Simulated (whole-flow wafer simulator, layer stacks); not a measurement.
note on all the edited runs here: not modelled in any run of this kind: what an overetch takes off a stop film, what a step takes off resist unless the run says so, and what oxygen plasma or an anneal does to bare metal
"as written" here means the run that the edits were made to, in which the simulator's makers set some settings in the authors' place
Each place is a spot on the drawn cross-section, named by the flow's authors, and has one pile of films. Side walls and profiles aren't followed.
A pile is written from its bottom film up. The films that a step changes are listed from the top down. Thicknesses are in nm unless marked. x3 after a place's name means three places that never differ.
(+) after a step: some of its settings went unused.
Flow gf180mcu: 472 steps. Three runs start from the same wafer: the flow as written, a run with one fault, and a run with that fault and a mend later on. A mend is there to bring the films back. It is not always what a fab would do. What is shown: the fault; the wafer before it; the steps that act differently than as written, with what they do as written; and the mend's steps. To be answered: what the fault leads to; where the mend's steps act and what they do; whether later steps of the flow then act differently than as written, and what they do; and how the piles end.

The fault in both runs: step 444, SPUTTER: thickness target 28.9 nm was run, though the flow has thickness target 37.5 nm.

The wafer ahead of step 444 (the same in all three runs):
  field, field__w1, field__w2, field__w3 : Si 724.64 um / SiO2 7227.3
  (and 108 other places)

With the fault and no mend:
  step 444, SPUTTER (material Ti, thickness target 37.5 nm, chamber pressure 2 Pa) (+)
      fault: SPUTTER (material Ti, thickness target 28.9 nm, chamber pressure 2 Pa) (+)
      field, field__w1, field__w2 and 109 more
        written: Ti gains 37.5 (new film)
        fault: Ti gains 28.9 (new film)
  Steps further on in the flow that do not act as written (5 more steps, not shown, differ only slightly: by at most 2% or 0.5 nm, whichever is larger):
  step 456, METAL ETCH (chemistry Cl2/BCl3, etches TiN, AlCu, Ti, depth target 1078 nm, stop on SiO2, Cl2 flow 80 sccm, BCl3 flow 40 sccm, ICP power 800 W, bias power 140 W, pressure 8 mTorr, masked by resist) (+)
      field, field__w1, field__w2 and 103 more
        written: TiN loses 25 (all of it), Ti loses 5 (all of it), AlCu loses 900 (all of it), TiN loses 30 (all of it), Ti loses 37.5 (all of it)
        fault: TiN loses 25 (all of it), Ti loses 5 (all of it), AlCu loses 900 (all of it), TiN loses 30 (all of it), Ti loses 28.9 (all of it)
  At field__w8, contact, m1, m1__w1, pad, m1_nw, the piles at the end differ from the flow's by more than 2% or 0.5 nm, whichever is larger.
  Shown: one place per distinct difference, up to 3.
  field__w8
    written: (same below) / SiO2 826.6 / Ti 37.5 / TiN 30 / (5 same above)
    fault: (same below) / SiO2 826.6 / Ti 28.9 / TiN 30 / (5 same above)
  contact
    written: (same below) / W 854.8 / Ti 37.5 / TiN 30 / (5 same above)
    fault: (same below) / W 854.8 / Ti 28.9 / TiN 30 / (5 same above)
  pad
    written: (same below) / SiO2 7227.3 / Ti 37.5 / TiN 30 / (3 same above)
    fault: (same below) / SiO2 7227.3 / Ti 28.9 / TiN 30 / (3 same above)

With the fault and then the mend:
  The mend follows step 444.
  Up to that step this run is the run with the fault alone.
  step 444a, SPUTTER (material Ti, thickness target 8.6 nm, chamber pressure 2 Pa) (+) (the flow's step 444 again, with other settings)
      field, field__w1, field__w2 and 109 more
        Ti gains 8.6
  None of the later steps of the flow acts differently than as written at any place that is followed.
  By the end, the piles equal the flow's at every place that both follow.
